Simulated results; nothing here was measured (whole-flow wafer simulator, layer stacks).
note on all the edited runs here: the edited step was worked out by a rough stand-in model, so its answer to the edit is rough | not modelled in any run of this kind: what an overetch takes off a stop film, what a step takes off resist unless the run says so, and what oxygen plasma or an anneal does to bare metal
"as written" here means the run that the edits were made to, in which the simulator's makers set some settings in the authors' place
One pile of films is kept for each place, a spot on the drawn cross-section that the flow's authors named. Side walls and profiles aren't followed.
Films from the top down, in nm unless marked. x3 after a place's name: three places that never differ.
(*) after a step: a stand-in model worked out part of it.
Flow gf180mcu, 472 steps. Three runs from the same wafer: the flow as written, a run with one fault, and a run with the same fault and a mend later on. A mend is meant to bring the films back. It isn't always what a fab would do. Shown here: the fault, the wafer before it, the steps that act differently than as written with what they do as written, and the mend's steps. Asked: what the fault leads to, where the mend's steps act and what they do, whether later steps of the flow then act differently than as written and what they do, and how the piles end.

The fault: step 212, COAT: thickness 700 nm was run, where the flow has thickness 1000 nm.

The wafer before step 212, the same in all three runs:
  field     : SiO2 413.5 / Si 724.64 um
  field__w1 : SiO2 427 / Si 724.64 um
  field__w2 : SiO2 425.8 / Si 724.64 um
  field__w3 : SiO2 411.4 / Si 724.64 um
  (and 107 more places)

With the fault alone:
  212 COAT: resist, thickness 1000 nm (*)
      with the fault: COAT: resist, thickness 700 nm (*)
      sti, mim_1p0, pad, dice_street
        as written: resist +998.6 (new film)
        with the fault: resist +699.5 (new film)
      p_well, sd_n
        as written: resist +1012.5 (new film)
        with the fault: resist +713.3 (new film)
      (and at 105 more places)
  Later steps of the flow that act differently than as written (3 more steps differ only slightly, by at most 2% or 0.5 nm, whichever is larger, and aren't shown):
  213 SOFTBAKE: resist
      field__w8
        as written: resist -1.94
        with the fault: resist +1.54
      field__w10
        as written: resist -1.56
        with the fault: resist +0.32
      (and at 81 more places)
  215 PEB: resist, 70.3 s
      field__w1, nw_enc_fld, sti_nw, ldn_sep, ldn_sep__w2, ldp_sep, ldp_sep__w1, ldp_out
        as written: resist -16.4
        with the fault: resist -10.6
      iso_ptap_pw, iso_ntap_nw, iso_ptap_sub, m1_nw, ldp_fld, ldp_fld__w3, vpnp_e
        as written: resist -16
        with the fault: resist -10.3
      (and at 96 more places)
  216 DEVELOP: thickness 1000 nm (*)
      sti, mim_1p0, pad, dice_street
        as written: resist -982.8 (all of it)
        with the fault: resist -689.3 (all of it)
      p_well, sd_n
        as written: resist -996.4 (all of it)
        with the fault: resist -703 (all of it)
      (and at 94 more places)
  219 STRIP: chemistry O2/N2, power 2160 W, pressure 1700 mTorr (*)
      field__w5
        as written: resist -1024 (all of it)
        with the fault: resist -722.6 (all of it)
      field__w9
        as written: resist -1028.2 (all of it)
        with the fault: resist -738 (all of it)
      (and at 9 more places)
  At the end the piles are the same as the flow's at every place that both follow.

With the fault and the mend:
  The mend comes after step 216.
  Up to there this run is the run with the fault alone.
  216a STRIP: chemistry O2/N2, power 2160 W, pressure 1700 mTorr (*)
      field__w5
        resist -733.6 (all of it)
      field__w9
        resist -749 (all of it)
      field__w13
        resist -754.6 (all of it)
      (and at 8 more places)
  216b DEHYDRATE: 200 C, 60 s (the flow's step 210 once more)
      changes no film at any place that is followed
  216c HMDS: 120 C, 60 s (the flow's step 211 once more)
      changes no film at any place that is followed
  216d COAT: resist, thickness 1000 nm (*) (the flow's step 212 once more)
      sti, mim_1p0, pad, dice_street
        resist +998.6 (new film)
      field__w1, ldp_out
        resist +1028.5 (new film)
      field_sub__w5, ldn_dft
        resist +1045.2 (new film)
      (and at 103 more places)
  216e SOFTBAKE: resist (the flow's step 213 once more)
      ld_gate_n, polyc_n
        resist -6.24
      nw_enc_fld, ldp_sep__w2
        resist +4.4
      field
        resist -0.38
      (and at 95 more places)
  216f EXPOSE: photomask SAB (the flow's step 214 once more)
      changes no film at any place that is followed
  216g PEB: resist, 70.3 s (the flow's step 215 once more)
      field__w1, nw_enc_fld, sti_nw and 8 more
        resist -16.4
      field__w2, field__w5, field_sub__w3 and 6 more
        resist -16.9
      field__w9, sd_p, nplus_u, nw_enc_fld_lv, ldn_src, ldn_drn, ldp_src, ldp_drn
        resist -17
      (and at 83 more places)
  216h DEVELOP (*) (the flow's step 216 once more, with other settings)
      sti, mim_1p0, pad, dice_street
        resist -982.8 (all of it)
      field, nw_sep_fld
        resist -1007.3 (all of it)
      field__w3, field__w12
        resist -1049.4 (all of it)
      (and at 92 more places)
  No later step of the flow acts differently than as written at any place that is followed.
  At the end the piles are the same as the flow's at every place that both follow.
